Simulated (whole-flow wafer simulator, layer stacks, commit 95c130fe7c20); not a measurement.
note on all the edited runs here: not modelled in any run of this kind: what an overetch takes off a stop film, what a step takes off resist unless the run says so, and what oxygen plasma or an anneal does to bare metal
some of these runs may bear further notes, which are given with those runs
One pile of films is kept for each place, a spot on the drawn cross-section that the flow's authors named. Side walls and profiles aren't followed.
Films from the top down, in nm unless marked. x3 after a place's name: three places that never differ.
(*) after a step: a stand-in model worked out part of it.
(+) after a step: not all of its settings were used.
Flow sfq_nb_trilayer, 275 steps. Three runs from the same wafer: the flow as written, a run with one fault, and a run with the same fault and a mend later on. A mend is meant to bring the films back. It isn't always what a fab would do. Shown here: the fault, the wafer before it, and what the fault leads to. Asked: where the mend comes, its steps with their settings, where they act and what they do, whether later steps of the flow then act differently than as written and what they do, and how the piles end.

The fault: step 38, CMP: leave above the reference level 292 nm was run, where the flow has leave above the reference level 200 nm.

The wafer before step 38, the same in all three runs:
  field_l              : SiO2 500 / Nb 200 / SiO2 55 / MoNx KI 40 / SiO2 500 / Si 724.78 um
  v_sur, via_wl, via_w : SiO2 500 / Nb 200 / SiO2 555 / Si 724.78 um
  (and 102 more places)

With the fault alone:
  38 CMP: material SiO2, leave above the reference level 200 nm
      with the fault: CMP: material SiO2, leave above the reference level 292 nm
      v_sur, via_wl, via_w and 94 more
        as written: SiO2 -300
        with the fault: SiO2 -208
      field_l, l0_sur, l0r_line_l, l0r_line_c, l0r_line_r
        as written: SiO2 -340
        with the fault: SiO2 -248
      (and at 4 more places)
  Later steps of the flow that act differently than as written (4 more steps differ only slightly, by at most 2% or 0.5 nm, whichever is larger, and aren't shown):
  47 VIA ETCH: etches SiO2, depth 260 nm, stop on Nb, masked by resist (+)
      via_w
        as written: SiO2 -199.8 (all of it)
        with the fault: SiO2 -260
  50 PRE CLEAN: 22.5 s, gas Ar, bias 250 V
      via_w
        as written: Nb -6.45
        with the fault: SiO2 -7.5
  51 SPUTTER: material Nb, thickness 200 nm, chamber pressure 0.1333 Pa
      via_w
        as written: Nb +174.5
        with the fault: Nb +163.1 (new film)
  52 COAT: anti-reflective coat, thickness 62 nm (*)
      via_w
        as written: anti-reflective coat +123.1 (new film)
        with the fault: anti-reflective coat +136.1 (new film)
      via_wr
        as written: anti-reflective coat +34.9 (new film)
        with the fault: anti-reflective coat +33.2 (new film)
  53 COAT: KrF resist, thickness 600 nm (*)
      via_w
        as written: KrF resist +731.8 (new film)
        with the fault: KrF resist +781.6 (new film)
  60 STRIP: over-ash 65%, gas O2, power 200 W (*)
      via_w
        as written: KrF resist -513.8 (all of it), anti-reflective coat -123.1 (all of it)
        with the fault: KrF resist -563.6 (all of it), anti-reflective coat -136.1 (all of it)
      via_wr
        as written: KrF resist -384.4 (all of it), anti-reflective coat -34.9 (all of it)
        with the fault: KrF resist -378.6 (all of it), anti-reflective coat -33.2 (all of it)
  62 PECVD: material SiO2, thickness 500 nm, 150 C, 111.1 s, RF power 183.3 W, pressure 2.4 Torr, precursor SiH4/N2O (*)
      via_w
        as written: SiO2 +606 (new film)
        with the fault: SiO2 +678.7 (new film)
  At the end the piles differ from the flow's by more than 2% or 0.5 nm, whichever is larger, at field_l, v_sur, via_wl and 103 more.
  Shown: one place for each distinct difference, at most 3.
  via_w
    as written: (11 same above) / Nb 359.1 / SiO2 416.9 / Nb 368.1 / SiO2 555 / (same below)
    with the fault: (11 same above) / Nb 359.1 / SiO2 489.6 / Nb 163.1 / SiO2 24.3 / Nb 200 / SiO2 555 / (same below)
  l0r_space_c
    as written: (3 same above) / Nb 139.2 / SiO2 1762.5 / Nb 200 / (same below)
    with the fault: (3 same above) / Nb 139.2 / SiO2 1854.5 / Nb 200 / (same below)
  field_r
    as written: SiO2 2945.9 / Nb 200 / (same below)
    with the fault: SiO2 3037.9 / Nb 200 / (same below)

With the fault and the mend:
  The mend comes after step 45.
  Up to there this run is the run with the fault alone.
  45a STRIP: over-ash 65%, gas O2, power 200 W (*)
      field_l, v_sur, via_wl and 102 more
        KrF resist -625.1 (all of it), anti-reflective coat -62 (all of it)
      via_w
        anti-reflective coat -62 (all of it)
  45b CMP: material SiO2, leave above the reference level 200 nm (the flow's step 38 once more)
      field_l, v_sur, via_wl and 103 more
        SiO2 -92
  45c COAT: anti-reflective coat, thickness 62 nm (the flow's step 40 once more)
      field_l, v_sur, via_wl and 103 more
        anti-reflective coat +62 (new film)
  45d COAT: KrF resist, thickness 650 nm (the flow's step 41 once more)
      field_l, v_sur, via_wl and 103 more
        KrF resist +650 (new film)
  45e SOFTBAKE: KrF resist (the flow's step 42 once more)
      changes no film at any place that is followed
  45f EXPOSE: photomask I0, dose 11.91 mJ/cm2, NA 0.6, wavelength 248 nm (*) (the flow's step 43 once more)
      changes no film at any place that is followed
  45g PEB: KrF resist, 90 s (the flow's step 44 once more)
      field_l, v_sur, via_wl and 103 more
        KrF resist -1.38
  45h DEVELOP: KrF resist, thickness 650 nm, 60 s (the flow's step 45 once more)
      field_l, v_sur, via_wl and 102 more
        KrF resist -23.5
      via_w
        KrF resist -648.6 (all of it)
  No later step of the flow acts differently than as written at any place that is followed.
  At the end the piles are the same as the flow's at every place that both follow.
